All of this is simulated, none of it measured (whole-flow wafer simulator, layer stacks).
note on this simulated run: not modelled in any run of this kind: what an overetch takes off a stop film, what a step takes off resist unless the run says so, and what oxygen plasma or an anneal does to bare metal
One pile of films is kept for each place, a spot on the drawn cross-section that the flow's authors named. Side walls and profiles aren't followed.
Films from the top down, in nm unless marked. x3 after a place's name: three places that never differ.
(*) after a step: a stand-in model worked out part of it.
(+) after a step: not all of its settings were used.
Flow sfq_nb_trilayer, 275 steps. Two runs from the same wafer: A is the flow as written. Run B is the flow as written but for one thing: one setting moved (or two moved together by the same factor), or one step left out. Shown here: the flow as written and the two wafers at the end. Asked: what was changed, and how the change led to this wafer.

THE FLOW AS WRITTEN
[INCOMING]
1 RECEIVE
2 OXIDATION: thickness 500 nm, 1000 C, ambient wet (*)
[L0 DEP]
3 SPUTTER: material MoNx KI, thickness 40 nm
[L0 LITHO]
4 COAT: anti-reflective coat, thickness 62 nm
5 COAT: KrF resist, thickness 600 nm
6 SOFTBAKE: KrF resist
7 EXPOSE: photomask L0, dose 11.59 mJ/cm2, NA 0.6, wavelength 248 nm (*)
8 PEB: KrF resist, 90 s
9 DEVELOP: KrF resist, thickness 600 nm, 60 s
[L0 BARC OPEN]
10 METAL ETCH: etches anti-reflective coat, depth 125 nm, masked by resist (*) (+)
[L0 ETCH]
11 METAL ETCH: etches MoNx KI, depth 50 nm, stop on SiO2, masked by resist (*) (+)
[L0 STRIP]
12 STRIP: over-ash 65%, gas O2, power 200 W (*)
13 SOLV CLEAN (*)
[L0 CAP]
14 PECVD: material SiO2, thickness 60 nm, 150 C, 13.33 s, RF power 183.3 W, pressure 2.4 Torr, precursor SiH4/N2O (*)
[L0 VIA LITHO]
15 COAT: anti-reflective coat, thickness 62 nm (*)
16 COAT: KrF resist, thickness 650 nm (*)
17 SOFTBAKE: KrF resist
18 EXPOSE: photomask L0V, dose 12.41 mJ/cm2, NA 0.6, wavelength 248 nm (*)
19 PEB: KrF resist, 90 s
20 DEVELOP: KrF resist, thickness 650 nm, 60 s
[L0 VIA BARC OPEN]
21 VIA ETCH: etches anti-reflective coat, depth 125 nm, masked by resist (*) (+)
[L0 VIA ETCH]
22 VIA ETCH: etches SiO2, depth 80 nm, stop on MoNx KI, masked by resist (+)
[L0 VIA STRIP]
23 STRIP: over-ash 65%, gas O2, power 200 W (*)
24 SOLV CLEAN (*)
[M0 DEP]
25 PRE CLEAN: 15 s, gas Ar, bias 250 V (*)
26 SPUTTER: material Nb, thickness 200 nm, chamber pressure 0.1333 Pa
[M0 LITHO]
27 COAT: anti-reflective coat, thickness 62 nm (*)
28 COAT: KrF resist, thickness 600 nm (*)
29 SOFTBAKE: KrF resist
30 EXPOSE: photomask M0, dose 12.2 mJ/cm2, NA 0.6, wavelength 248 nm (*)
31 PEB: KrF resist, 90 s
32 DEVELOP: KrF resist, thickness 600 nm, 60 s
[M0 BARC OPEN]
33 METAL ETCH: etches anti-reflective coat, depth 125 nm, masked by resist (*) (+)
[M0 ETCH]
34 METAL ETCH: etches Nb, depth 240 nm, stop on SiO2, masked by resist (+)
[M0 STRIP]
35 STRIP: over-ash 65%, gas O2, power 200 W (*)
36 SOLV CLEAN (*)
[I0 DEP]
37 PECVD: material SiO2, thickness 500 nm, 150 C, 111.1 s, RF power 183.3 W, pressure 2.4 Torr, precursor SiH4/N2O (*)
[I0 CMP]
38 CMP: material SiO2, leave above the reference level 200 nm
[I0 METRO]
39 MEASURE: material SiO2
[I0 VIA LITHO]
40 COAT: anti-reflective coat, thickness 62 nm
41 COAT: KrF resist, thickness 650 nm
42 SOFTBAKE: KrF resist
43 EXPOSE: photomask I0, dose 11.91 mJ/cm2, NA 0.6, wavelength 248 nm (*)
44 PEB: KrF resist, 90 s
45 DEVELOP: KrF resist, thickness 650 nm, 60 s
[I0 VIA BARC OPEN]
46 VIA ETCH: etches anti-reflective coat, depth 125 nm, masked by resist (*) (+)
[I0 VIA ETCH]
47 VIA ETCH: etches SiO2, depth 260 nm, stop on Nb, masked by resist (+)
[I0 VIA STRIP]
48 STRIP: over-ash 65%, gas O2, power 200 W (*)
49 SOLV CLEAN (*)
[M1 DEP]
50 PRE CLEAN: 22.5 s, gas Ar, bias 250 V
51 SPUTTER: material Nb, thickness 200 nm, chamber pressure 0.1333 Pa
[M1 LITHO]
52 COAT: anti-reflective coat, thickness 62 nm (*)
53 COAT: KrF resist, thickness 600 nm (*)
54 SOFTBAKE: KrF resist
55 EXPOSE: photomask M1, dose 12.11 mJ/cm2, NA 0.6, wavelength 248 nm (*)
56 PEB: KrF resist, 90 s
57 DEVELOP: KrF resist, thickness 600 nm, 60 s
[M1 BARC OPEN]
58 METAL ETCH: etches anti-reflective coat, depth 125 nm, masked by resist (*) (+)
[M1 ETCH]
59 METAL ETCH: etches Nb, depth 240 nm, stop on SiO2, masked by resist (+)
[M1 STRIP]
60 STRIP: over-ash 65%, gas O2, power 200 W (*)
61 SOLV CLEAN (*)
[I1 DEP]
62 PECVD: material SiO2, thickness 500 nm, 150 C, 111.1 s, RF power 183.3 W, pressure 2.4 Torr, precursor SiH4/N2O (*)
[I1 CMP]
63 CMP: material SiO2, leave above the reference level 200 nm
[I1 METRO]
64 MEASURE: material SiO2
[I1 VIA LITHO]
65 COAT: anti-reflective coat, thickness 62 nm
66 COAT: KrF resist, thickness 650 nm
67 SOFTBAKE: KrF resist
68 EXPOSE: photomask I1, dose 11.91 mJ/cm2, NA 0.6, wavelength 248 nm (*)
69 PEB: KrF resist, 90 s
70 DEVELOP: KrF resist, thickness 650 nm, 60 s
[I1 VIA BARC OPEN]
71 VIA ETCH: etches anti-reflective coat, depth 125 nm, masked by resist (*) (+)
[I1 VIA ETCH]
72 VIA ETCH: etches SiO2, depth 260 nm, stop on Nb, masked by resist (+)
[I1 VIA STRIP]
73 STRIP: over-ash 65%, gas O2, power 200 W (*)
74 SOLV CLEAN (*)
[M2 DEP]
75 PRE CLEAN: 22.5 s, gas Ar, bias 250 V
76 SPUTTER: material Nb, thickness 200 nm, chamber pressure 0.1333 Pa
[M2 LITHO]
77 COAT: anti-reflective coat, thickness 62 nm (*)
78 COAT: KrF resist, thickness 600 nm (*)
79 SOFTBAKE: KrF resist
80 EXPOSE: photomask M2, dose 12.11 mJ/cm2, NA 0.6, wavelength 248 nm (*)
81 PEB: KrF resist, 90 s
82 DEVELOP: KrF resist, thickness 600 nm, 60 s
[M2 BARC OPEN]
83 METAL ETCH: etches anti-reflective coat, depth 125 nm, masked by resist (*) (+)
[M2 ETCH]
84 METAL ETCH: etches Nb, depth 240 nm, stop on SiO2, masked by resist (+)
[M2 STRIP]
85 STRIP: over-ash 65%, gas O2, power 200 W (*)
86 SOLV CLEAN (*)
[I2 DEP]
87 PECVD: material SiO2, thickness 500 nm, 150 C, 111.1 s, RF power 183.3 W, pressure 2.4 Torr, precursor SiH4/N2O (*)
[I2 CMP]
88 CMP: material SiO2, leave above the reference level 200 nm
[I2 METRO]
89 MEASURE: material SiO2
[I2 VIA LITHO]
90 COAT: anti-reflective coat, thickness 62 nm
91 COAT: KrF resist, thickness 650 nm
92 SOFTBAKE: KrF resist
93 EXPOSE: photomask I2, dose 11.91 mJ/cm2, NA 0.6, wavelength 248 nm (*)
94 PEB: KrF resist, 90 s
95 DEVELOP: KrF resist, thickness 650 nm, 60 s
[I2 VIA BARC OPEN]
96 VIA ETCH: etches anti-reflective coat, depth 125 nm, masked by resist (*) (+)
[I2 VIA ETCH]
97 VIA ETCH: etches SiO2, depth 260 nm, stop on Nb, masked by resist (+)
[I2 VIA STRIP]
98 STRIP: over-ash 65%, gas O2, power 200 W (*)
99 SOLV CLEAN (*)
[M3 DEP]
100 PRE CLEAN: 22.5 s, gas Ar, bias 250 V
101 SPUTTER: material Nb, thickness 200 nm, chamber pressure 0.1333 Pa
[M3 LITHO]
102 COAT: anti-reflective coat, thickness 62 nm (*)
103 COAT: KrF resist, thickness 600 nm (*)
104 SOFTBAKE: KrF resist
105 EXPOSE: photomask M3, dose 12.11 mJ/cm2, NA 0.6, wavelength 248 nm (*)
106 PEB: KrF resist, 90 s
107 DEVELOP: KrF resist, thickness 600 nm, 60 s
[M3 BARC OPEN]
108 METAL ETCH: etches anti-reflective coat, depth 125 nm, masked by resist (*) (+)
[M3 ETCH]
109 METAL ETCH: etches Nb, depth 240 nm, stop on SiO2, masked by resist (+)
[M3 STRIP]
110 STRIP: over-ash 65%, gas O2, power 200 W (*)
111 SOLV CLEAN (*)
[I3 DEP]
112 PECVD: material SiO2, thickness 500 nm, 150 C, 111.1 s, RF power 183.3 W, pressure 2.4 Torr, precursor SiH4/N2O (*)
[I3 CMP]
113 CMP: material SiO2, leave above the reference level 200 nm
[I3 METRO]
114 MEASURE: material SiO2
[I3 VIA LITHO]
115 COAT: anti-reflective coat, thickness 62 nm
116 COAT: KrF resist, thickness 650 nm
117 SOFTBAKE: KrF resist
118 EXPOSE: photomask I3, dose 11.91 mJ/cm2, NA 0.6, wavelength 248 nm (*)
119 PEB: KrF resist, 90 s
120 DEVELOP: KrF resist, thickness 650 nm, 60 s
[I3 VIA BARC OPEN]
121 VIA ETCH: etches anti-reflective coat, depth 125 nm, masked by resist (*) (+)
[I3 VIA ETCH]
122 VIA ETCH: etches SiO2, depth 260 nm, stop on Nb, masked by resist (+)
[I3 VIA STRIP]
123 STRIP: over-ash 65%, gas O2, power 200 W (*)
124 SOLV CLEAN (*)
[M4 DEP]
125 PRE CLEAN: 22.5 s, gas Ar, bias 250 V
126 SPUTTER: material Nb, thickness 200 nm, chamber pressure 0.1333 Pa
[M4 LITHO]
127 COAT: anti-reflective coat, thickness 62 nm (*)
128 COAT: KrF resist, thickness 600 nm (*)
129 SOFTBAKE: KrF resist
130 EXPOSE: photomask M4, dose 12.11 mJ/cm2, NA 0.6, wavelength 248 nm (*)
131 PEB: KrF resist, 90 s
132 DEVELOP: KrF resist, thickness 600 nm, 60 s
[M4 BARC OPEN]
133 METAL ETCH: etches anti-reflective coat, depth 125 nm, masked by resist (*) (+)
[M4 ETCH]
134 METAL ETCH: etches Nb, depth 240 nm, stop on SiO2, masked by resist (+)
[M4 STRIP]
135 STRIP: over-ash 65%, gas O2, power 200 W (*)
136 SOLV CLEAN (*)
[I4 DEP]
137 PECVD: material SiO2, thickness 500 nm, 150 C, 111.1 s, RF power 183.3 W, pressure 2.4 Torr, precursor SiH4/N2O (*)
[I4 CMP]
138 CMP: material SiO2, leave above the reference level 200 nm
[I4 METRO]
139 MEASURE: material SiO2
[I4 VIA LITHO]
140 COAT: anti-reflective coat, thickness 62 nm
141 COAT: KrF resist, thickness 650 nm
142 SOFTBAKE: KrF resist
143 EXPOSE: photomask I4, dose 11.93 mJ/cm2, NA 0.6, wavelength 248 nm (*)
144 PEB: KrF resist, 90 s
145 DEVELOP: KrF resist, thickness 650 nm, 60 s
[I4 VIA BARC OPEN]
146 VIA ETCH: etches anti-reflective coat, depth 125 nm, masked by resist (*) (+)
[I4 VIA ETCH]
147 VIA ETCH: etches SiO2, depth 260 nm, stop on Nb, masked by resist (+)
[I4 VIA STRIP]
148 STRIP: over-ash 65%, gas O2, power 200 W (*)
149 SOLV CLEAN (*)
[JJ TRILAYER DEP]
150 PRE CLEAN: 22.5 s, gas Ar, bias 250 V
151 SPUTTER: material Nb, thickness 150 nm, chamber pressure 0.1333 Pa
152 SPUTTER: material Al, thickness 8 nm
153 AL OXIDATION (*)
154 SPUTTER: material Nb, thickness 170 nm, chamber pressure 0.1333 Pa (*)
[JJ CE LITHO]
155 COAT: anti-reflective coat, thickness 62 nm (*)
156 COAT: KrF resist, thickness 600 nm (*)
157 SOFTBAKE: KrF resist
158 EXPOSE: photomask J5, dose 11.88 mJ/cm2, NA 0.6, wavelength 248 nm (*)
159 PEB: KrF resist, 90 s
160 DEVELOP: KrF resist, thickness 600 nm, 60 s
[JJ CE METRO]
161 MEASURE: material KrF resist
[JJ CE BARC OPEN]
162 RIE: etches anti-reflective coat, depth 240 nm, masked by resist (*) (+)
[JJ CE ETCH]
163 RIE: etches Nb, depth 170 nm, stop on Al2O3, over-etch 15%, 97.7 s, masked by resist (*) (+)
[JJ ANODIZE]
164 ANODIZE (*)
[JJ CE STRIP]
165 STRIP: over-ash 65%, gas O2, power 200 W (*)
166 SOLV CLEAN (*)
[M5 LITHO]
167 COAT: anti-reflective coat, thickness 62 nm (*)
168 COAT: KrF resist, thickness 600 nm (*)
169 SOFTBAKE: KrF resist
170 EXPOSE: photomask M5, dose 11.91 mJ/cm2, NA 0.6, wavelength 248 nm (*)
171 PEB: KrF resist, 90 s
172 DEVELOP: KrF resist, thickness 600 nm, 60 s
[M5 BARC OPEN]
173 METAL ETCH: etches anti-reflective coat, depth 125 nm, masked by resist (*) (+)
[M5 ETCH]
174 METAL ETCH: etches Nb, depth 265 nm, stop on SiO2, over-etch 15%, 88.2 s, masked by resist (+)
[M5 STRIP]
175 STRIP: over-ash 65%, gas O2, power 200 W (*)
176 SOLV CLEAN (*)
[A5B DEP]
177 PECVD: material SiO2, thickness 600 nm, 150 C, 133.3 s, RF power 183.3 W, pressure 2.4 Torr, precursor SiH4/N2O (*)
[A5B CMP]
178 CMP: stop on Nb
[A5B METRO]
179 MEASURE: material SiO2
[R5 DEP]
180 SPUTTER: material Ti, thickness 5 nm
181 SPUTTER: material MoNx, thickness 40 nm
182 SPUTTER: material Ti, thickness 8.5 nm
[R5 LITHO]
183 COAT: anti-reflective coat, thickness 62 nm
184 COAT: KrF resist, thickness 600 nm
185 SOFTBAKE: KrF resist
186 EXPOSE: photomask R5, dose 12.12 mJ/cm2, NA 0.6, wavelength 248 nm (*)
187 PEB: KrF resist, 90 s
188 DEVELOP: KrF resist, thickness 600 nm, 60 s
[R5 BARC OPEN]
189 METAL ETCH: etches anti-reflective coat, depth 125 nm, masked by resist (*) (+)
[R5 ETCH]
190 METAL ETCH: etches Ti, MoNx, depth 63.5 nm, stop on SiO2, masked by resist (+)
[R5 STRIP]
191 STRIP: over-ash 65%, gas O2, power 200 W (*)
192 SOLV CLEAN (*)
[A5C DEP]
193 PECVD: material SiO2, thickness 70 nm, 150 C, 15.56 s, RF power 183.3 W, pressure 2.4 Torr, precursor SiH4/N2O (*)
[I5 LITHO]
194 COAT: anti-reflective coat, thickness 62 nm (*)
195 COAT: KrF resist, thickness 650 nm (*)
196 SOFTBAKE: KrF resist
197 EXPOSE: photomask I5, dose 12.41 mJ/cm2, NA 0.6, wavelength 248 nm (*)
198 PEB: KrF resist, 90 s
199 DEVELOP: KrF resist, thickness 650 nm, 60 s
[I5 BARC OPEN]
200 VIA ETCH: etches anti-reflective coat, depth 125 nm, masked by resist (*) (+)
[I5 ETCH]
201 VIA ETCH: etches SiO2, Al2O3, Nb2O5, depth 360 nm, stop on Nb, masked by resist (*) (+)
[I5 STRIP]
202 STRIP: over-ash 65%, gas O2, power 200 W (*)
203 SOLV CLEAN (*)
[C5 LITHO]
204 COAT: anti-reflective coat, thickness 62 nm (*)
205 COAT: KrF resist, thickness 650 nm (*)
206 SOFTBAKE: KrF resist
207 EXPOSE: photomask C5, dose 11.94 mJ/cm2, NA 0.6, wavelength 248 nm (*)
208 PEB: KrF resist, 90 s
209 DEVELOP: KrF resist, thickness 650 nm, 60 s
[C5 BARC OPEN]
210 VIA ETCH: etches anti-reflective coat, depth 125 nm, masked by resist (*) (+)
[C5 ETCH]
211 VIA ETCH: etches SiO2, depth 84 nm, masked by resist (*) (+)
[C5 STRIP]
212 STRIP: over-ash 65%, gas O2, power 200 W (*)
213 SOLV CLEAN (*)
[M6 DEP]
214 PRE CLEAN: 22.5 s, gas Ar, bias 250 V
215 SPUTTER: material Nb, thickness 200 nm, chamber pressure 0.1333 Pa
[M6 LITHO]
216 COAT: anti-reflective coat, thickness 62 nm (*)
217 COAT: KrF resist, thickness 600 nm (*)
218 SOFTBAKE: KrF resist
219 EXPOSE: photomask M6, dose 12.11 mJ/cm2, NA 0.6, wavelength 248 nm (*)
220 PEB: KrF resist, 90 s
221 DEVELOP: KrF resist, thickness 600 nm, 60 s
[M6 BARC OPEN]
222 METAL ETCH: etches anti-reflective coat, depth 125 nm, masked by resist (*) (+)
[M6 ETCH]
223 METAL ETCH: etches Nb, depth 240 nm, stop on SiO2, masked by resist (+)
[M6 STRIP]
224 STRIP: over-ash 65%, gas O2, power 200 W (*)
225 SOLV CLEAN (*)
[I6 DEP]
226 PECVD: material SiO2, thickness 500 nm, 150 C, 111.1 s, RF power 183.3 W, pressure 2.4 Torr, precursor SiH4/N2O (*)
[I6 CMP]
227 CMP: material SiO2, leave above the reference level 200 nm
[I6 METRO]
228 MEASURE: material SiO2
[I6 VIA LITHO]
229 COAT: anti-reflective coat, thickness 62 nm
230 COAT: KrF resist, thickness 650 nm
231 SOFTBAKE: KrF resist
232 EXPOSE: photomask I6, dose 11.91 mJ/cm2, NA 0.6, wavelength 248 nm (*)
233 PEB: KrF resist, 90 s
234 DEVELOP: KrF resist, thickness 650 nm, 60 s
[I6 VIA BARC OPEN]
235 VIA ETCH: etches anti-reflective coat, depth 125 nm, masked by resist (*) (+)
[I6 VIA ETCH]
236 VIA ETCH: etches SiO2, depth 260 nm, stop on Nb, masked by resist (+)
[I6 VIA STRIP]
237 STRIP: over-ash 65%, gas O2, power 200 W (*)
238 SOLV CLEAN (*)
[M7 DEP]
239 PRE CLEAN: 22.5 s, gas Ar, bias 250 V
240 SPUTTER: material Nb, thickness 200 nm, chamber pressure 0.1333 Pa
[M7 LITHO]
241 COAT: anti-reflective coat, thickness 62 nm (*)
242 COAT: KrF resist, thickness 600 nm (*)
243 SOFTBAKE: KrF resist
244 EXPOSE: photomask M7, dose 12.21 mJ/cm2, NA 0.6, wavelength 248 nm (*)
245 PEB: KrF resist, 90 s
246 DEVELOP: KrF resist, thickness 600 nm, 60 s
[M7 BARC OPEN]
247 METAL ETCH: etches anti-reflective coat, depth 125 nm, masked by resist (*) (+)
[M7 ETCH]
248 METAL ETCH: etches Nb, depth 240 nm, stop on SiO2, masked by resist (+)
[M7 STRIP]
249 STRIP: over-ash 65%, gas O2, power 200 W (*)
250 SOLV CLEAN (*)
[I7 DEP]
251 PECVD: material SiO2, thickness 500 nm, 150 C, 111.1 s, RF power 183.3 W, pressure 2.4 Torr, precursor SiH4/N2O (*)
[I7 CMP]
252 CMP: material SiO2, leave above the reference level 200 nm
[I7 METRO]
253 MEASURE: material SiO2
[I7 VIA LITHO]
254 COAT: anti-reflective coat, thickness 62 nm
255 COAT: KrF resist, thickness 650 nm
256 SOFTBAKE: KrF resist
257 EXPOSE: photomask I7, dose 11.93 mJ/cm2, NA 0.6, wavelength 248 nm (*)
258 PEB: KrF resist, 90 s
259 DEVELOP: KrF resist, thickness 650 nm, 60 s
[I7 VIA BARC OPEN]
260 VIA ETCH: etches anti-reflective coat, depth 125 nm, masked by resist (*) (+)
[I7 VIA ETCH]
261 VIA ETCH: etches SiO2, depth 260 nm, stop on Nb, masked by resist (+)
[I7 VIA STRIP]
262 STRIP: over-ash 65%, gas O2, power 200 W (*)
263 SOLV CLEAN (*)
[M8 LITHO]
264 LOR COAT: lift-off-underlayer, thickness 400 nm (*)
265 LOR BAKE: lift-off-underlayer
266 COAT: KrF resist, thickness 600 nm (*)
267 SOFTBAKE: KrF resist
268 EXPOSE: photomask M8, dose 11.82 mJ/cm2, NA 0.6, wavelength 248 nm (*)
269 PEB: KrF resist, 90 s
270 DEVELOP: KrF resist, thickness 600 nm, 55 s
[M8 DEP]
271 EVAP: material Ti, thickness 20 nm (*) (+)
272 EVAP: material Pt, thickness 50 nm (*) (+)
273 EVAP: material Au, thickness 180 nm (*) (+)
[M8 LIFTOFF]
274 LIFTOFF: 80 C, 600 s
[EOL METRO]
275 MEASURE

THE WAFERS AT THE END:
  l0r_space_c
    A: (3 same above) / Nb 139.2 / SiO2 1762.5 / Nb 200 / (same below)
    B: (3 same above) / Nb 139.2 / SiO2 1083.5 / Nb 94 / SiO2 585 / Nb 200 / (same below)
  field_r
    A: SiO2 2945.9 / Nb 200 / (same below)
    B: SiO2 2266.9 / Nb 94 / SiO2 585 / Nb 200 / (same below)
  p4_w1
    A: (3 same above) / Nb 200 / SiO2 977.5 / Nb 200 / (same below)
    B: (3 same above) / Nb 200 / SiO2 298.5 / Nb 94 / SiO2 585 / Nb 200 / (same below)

The cause: step 84, METAL ETCH: depth 106 nm was run, where the flow has depth 240 nm.

How the change led to this, step by step:
  84 METAL ETCH: etches Nb, depth 240 nm, stop on SiO2, masked by resist (+)
      field_l, be, be_sur and 81 more: A Nb -200 (all of it) | B Nb -106
      v_sur, via_wl, via_w and 19 more: A KrF resist -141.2 | B KrF resist -62.4
  85 STRIP: over-ash 65%, gas O2, power 200 W (*)
      wl_j_sl, wl_jj, wl_j_sr and 12 more: A KrF resist -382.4 (all of it), anti-reflective coat -62 (all of it) | B KrF resist -461.2 (all of it), anti-reflective coat -62 (all of it)
      v_sur: A KrF resist -380 (all of it), anti-reflective coat -61.4 (all of it) | B KrF resist -458.9 (all of it), anti-reflective coat -61.4 (all of it)
      (and at 6 more places)
  87 PECVD: material SiO2, thickness 500 nm, 150 C, 111.1 s, RF power 183.3 W, pressure 2.4 Torr, precursor SiH4/N2O (*)
      field_l, be, be_sur and 81 more: A SiO2 +500 | B SiO2 +500 (new film)
  88 CMP: material SiO2, leave above the reference level 200 nm
      field_l, be, be_sur and 81 more: A SiO2 -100 | B SiO2 -194
Counting metal films that touch as one body, l0r_space_c has 3 bodies (between them, from the top down: SiO2 1083.5; SiO2 585); the flow as written gives 2 bodies (between them, from the top down: SiO2 1762.5).
Counting metal films that touch as one body, field_r has 2 bodies (between them, from the top down: SiO2 585); the flow as written gives 1 body.
Counting metal films that touch as one body, p4_w1 has 4 bodies (between them, from the top down: SiO2 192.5; SiO2 298.5; SiO2 585); the flow as written gives 3 bodies (between them, from the top down: SiO2 192.5; SiO2 977.5).
